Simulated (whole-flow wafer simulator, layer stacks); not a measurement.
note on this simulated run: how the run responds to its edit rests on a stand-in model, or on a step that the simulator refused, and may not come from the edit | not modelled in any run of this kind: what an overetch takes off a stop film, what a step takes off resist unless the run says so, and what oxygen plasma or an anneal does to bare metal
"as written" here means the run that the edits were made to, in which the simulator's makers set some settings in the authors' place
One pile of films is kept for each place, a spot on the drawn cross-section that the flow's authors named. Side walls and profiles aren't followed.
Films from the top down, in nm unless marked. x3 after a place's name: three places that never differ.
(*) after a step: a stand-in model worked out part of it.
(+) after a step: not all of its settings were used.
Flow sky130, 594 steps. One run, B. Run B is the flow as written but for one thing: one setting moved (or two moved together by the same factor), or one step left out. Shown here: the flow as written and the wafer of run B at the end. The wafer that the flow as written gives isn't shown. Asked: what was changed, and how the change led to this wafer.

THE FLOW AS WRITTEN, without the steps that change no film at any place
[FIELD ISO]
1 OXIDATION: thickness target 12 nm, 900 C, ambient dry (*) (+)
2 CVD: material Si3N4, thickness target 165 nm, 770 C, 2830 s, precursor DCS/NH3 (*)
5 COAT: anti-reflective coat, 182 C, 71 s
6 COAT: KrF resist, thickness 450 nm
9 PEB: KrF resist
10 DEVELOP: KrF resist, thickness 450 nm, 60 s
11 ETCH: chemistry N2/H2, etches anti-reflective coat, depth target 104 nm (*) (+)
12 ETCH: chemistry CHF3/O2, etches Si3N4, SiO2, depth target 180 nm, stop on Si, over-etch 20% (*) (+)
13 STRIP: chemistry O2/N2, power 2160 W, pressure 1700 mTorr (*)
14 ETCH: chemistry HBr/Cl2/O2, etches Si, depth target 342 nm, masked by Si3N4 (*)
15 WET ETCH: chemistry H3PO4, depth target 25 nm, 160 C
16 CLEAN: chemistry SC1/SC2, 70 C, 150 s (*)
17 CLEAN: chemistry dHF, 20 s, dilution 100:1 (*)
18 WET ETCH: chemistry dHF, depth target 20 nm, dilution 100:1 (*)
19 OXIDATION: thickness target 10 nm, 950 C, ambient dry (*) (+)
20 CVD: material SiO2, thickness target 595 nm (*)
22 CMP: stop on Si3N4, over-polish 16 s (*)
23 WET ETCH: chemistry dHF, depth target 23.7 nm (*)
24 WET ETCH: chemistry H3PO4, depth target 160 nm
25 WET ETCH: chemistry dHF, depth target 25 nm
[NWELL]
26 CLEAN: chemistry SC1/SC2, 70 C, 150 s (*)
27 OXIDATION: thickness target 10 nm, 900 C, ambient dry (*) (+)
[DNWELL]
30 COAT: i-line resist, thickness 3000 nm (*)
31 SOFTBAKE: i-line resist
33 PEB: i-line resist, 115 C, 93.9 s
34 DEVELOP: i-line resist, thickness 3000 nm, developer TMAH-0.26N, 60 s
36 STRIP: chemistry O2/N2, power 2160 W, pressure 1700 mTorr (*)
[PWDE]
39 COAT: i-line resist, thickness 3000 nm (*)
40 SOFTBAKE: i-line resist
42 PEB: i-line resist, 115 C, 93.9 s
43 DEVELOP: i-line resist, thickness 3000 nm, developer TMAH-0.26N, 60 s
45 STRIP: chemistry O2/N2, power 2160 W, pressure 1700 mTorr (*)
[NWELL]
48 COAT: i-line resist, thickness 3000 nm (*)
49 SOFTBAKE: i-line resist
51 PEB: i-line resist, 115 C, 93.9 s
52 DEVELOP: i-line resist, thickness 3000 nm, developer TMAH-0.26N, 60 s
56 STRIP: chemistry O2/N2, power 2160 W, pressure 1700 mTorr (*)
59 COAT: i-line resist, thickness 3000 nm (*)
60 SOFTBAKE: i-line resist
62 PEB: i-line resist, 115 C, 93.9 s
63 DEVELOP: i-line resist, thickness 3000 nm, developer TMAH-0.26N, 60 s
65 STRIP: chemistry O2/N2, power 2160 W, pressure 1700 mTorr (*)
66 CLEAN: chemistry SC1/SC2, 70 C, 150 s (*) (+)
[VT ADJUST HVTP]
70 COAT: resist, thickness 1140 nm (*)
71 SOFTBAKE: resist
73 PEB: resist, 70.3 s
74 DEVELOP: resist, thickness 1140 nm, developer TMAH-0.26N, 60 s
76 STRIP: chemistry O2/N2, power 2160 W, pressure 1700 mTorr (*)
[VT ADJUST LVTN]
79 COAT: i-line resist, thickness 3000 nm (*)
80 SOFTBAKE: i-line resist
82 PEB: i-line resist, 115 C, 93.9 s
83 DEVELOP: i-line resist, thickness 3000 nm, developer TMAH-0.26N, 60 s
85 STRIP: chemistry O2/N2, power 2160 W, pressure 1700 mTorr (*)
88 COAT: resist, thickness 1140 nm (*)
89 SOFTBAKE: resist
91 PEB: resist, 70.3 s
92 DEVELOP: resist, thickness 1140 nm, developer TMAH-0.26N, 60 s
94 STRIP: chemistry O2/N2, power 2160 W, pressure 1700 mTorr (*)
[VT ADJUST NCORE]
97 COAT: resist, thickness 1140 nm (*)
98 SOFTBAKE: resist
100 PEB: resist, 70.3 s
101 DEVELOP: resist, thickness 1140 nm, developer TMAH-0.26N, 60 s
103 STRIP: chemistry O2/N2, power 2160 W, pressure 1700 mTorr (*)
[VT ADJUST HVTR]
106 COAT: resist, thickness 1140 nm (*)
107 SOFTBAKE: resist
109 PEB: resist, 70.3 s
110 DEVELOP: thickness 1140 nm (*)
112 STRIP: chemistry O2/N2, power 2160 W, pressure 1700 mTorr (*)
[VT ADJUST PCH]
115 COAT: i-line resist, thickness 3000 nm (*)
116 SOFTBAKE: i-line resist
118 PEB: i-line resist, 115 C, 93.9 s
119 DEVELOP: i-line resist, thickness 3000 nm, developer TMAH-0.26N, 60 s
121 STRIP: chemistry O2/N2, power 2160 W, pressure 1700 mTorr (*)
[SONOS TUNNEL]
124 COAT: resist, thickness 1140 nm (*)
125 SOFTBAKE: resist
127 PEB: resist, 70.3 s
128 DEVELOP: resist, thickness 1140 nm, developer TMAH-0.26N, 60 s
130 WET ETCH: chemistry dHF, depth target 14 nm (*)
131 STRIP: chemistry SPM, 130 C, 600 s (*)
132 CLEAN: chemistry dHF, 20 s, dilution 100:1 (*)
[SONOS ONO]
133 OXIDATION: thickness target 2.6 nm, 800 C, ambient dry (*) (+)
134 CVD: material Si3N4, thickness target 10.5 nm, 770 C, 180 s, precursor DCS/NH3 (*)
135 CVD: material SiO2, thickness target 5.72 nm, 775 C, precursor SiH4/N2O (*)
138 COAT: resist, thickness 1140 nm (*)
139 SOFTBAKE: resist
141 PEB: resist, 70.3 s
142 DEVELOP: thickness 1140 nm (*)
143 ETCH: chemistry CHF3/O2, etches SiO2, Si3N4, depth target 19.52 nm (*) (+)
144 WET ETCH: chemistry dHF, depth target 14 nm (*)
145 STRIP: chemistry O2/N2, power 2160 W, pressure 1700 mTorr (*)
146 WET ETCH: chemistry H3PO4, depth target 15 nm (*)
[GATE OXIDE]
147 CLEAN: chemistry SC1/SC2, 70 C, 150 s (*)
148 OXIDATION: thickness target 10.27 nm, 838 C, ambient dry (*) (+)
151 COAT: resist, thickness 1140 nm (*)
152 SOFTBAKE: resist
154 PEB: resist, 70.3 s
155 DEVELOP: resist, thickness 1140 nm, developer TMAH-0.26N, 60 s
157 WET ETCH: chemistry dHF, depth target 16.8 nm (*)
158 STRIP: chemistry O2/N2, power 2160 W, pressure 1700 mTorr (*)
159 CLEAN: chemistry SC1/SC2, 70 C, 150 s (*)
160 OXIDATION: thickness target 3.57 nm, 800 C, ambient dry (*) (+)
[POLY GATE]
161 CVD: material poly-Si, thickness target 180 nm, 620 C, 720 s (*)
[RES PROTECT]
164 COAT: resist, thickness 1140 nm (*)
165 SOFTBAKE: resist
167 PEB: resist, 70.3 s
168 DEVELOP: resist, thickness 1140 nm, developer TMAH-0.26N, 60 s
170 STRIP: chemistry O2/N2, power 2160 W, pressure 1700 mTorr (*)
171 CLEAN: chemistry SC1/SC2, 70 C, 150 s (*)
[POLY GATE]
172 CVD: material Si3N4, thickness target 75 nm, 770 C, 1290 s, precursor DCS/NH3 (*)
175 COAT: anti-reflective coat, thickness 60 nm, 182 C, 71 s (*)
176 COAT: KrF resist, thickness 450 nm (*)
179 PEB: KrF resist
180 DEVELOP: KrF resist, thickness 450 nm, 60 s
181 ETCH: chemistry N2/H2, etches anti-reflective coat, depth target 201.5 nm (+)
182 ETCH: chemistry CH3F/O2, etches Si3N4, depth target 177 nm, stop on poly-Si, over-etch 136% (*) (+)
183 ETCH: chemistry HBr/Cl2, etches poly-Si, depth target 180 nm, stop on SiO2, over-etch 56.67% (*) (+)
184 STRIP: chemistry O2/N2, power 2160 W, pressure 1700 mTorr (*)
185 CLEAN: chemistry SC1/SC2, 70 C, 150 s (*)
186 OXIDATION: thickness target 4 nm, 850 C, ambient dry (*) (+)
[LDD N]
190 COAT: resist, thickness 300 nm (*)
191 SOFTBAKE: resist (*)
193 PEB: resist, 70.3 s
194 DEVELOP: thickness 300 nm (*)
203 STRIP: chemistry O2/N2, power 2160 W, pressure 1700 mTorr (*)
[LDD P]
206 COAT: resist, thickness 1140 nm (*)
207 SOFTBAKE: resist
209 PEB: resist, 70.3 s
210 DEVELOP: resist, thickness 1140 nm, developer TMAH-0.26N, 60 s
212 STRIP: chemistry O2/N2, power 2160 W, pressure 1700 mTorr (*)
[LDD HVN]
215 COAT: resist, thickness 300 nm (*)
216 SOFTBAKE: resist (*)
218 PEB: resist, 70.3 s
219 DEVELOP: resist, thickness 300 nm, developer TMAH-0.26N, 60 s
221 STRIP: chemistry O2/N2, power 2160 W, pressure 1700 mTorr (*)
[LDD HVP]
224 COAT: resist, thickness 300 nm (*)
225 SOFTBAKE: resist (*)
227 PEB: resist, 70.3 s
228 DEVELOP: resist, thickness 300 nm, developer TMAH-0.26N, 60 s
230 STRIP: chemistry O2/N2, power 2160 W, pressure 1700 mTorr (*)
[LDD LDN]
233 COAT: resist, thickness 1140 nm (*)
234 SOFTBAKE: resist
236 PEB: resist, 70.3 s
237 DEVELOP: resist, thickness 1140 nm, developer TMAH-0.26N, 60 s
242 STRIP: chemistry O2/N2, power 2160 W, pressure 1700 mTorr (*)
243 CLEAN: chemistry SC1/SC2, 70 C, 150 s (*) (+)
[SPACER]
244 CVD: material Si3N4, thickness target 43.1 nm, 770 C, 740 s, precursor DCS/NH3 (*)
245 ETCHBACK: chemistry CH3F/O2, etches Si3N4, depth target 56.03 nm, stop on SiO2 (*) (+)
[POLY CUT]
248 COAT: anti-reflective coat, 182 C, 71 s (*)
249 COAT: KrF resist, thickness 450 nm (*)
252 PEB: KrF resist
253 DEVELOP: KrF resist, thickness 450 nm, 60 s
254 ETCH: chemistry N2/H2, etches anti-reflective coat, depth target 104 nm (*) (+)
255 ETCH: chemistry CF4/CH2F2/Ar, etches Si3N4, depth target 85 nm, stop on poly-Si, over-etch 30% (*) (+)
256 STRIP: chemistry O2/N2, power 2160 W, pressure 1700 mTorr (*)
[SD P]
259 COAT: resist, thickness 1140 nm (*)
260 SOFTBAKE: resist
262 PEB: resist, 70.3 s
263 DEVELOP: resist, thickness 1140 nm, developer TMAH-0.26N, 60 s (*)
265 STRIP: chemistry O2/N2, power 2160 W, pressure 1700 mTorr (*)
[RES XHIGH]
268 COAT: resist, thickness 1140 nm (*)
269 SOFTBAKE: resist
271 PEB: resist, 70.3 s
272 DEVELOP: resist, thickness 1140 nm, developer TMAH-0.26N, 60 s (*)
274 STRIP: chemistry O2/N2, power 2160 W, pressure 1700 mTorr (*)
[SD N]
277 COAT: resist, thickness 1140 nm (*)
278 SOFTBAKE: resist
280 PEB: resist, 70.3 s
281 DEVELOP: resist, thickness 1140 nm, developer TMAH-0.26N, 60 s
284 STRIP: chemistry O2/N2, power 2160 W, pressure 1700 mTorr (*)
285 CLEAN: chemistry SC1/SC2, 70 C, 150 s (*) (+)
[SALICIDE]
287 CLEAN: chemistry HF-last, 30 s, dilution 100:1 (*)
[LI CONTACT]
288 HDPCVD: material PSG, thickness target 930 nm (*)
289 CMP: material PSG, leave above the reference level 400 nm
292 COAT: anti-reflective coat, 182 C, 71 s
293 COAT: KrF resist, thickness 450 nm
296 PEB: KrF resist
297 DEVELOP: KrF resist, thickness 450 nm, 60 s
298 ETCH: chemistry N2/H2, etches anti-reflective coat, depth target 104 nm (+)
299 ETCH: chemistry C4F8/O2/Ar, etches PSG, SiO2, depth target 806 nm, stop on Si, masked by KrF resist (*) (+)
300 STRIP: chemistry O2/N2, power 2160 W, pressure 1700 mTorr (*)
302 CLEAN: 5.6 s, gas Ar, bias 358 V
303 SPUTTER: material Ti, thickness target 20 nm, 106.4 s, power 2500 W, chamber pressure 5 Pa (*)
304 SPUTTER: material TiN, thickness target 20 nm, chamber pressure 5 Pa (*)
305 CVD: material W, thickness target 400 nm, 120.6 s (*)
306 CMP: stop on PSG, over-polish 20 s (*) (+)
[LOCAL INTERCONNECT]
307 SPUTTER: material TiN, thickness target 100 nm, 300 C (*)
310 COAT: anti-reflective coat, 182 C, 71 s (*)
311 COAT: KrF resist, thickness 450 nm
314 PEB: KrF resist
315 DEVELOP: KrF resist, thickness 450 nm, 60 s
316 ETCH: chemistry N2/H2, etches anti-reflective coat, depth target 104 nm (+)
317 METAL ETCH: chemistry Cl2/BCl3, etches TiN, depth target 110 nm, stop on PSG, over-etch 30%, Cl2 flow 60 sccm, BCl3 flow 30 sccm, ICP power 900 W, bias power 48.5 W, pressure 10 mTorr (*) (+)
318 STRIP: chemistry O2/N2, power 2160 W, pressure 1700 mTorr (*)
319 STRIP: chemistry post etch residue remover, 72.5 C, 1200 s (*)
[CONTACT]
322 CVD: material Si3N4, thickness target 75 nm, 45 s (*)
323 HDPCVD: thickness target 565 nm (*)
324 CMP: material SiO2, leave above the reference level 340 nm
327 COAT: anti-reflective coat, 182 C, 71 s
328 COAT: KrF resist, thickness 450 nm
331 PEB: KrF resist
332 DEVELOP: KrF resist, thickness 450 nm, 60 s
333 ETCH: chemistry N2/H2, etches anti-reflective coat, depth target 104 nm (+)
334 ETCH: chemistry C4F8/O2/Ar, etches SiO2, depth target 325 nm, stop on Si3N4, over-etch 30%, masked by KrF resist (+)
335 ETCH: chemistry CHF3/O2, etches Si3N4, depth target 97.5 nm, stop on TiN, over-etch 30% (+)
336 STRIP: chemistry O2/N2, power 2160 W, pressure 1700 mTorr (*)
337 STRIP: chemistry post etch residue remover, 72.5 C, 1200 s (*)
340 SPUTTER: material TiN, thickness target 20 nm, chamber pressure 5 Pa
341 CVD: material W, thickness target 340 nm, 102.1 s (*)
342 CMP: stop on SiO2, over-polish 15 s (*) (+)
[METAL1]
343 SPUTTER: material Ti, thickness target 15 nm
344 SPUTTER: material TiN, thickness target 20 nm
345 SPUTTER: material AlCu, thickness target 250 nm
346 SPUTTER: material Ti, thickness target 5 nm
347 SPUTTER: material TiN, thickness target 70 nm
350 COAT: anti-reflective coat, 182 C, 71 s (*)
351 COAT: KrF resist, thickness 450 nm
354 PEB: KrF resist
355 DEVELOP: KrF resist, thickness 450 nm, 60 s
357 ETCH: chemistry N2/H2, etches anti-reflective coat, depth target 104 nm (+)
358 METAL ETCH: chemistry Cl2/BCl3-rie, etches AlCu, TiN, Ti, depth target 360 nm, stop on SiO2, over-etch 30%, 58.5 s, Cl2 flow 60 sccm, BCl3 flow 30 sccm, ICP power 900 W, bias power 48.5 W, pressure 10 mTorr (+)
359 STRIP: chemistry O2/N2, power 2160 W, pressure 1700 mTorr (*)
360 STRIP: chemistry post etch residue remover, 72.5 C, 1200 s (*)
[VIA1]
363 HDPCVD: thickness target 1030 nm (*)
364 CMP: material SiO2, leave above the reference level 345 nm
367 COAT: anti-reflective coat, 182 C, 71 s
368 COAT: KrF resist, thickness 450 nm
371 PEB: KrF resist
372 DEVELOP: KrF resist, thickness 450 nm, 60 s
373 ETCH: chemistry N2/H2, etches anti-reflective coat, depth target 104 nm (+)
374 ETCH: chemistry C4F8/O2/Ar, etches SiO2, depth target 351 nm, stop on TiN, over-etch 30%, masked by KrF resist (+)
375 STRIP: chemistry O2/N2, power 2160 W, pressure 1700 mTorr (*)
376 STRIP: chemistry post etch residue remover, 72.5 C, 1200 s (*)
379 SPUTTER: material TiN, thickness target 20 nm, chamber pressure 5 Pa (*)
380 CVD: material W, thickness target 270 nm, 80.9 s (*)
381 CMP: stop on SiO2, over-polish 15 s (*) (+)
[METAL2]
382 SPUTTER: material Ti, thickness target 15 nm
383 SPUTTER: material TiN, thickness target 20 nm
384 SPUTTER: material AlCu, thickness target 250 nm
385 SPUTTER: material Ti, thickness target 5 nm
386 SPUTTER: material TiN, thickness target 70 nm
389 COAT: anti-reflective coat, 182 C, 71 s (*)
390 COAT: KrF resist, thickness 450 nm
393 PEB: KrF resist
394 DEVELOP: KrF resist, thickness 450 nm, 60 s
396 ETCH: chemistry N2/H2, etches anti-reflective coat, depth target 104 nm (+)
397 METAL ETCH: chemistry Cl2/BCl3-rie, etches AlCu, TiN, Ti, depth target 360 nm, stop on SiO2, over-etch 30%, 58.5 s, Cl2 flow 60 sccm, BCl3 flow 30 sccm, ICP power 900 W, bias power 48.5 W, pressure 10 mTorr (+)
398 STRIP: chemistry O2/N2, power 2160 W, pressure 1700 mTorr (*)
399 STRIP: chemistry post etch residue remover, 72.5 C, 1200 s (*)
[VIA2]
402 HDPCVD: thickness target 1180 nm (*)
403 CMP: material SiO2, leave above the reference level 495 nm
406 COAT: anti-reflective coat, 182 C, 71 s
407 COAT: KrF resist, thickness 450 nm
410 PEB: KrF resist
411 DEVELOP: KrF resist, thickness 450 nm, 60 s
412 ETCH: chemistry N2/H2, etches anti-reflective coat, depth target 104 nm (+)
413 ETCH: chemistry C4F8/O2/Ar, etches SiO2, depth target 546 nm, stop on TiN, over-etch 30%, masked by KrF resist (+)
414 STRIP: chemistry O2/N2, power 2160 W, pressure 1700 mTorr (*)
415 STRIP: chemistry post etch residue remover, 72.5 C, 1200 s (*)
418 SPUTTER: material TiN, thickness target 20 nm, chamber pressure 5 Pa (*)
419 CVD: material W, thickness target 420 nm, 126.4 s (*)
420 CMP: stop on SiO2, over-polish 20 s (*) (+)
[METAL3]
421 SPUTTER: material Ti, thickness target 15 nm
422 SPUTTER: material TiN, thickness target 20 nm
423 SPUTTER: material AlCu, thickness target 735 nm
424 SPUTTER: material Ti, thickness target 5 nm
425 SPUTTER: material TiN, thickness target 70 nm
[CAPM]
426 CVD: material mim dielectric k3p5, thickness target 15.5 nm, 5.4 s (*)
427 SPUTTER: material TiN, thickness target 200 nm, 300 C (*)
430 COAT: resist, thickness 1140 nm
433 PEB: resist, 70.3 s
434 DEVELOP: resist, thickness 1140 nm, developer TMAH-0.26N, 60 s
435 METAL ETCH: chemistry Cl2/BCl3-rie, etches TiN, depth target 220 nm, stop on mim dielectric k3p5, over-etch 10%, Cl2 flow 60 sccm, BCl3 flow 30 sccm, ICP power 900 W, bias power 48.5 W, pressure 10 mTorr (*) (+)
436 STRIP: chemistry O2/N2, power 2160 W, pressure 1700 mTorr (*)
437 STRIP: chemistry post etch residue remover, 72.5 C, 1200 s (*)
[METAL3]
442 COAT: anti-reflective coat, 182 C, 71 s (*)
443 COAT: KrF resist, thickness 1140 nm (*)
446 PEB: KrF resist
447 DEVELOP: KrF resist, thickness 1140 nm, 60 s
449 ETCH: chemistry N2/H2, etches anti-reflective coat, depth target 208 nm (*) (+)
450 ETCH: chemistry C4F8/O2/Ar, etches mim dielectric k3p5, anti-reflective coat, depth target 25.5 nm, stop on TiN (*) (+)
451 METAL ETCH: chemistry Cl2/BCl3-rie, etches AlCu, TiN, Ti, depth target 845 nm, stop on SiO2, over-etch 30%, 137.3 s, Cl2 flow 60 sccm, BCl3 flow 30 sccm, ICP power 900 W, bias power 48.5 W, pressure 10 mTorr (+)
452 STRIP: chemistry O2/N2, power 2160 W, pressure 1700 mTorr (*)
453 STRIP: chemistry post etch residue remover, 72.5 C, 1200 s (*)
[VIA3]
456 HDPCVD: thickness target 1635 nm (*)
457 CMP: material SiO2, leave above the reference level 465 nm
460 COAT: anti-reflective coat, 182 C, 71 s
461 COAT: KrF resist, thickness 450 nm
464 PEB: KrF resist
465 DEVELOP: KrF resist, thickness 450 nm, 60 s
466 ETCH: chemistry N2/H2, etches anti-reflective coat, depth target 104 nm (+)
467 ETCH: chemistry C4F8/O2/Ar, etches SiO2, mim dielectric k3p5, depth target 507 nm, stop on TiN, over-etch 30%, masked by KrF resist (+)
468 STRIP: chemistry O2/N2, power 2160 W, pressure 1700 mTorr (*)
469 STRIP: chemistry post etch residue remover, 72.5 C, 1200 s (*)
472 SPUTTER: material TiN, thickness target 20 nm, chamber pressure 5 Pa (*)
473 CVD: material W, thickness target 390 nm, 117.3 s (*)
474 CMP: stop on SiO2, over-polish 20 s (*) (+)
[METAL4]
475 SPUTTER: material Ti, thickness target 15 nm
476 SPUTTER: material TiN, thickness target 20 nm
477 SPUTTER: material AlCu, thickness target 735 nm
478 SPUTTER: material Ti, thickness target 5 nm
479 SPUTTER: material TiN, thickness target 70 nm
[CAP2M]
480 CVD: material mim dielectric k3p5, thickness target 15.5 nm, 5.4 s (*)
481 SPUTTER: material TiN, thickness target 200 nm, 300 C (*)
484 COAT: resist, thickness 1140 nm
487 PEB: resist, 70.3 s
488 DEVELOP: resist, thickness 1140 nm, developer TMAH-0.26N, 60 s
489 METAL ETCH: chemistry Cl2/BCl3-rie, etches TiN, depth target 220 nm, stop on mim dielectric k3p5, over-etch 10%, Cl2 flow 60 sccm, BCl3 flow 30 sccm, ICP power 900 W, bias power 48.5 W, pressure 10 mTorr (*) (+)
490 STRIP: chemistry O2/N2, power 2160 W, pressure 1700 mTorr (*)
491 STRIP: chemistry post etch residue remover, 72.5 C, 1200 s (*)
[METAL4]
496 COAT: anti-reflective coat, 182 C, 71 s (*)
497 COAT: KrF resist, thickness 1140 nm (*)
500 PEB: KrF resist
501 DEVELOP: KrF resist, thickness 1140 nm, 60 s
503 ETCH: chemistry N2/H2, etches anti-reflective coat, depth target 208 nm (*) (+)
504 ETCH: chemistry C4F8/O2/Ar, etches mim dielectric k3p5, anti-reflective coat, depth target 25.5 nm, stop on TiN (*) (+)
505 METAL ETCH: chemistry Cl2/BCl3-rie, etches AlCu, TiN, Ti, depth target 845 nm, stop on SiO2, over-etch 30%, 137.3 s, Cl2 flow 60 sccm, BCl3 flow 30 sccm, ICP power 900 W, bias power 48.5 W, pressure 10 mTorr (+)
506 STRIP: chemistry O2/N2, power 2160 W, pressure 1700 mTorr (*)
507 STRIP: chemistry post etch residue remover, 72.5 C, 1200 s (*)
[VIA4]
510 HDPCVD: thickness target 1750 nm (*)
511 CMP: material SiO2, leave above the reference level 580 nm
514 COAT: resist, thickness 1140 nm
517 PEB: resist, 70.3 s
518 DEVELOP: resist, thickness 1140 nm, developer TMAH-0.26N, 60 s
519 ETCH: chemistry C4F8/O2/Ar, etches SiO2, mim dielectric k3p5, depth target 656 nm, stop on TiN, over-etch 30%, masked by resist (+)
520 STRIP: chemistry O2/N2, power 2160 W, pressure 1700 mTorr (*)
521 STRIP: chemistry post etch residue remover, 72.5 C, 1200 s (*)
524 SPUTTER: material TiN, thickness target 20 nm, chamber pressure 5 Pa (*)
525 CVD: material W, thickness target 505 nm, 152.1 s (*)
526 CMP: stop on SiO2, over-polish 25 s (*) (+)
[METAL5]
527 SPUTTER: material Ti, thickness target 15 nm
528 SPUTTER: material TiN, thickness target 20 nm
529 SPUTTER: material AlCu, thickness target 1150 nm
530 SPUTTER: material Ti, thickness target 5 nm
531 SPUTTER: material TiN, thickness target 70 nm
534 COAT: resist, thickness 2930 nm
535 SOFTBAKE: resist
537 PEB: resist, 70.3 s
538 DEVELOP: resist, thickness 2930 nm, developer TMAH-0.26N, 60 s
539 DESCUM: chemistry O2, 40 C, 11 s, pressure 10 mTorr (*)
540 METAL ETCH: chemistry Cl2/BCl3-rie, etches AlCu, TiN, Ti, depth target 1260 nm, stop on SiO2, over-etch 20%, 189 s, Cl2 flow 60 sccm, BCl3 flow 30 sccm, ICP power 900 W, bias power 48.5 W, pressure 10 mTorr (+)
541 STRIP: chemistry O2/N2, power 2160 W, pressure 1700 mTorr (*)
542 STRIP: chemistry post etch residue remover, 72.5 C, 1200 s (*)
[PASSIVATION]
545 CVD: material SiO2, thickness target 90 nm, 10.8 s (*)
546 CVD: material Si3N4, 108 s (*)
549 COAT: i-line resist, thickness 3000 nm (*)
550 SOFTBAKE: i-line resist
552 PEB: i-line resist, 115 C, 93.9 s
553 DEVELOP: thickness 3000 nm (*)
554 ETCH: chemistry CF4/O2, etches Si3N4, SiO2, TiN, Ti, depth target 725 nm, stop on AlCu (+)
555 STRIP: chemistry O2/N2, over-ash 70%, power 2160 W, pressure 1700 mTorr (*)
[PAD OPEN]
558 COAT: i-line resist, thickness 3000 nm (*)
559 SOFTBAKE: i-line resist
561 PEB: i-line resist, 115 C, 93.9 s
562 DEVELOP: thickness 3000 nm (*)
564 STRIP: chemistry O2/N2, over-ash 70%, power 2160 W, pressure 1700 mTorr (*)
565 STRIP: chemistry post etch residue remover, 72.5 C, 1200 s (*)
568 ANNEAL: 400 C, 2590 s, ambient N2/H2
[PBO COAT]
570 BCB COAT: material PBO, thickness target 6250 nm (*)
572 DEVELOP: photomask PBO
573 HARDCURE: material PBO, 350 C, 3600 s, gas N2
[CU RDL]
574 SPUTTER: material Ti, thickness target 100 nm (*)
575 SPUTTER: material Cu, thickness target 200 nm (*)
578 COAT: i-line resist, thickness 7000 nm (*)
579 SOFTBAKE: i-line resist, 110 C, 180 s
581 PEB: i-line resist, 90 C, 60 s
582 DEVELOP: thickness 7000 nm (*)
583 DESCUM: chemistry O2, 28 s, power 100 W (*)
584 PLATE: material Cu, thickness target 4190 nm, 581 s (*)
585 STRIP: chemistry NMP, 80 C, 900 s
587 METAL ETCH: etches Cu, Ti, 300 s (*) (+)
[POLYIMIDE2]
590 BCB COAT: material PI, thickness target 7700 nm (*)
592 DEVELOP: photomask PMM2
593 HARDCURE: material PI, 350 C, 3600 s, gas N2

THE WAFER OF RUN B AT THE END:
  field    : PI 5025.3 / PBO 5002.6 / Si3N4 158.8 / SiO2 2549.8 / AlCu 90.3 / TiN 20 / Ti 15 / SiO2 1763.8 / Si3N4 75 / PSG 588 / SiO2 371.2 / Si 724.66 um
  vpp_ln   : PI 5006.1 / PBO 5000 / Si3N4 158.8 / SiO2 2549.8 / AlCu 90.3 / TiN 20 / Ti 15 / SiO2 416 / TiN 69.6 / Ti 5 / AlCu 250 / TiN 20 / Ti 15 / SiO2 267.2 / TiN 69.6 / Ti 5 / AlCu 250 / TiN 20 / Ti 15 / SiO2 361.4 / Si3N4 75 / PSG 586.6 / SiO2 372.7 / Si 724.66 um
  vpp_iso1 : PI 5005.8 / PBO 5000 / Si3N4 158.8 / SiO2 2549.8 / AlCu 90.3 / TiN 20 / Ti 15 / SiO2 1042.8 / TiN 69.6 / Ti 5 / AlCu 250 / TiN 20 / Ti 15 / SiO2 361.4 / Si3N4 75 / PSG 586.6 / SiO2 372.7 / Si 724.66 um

The cause: step 451, METAL ETCH: depth target 549.2 nm was run, where the flow has depth target 845 nm; step 451, METAL ETCH: 89.2 s was run, where the flow has 137.3 s.

How the change led to this, step by step:
  451 METAL ETCH: chemistry Cl2/BCl3-rie, etches AlCu, TiN, Ti, depth target 845 nm, stop on SiO2, over-etch 30%, 137.3 s, Cl2 flow 60 sccm, BCl3 flow 30 sccm, ICP power 900 W, bias power 48.5 W, pressure 10 mTorr (+)
      field, gate, spacer and 68 more: TiN -70 (all of it), Ti -5 (all of it), AlCu -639 (as written it would be: TiN -70 (all of it), Ti -5 (all of it), AlCu -735 (all of it), TiN -20 (all of it), Ti -15 (all of it), SiO2 -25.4)
      active, vpp_ln, vpp_iso2 and 11 more: TiN -70 (all of it), Ti -5 (all of it), AlCu -639 (as written it would be: TiN -70 (all of it), Ti -5 (all of it), AlCu -735 (all of it), TiN -20 (all of it), Ti -15 (all of it), SiO2 -25.3)
      (and at 107 more places)
  452 STRIP: chemistry O2/N2, power 2160 W, pressure 1700 mTorr (*)
      gate_hv, dice_street, pplus_nw and 75 more: KrF resist -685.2 (all of it), anti-reflective coat -80 (all of it) (as written it would be: KrF resist -492.9 (all of it), anti-reflective coat -80 (all of it))
      n_well, p_well, sd_n, sd_p, pad, mim_edge_gap, mim_edge_gap_sheet: KrF resist -685.1 (all of it), anti-reflective coat -80 (all of it) (as written it would be: KrF resist -492.9 (all of it), anti-reflective coat -80 (all of it))
      (and at 22 more places)
  453 STRIP: chemistry post etch residue remover, 72.5 C, 1200 s (*)
      field, active, gate and 82 more: AlCu -5.72 (as written it would be: nothing)
  456 HDPCVD: thickness target 1635 nm (*)
      field, active, gate and 82 more: SiO2 +1635 (new film) (as written it would be: SiO2 +1635)
  457 CMP: material SiO2, leave above the reference level 465 nm
      field, active, gate and 82 more: SiO2 -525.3 (as written it would be: SiO2 -374.7)
Counting metal films that touch as one body, field has 1 body; the flow as written gives 0 bodies.
Counting metal films that touch as one body, vpp_ln has 3 bodies (between them, from the top down: SiO2 416; SiO2 267.2); the flow as written gives 2 bodies (between them, from the top down: SiO2 267.2).
Counting metal films that touch as one body, vpp_iso1 has 2 bodies (between them, from the top down: SiO2 1042.8); the flow as written gives 1 body.
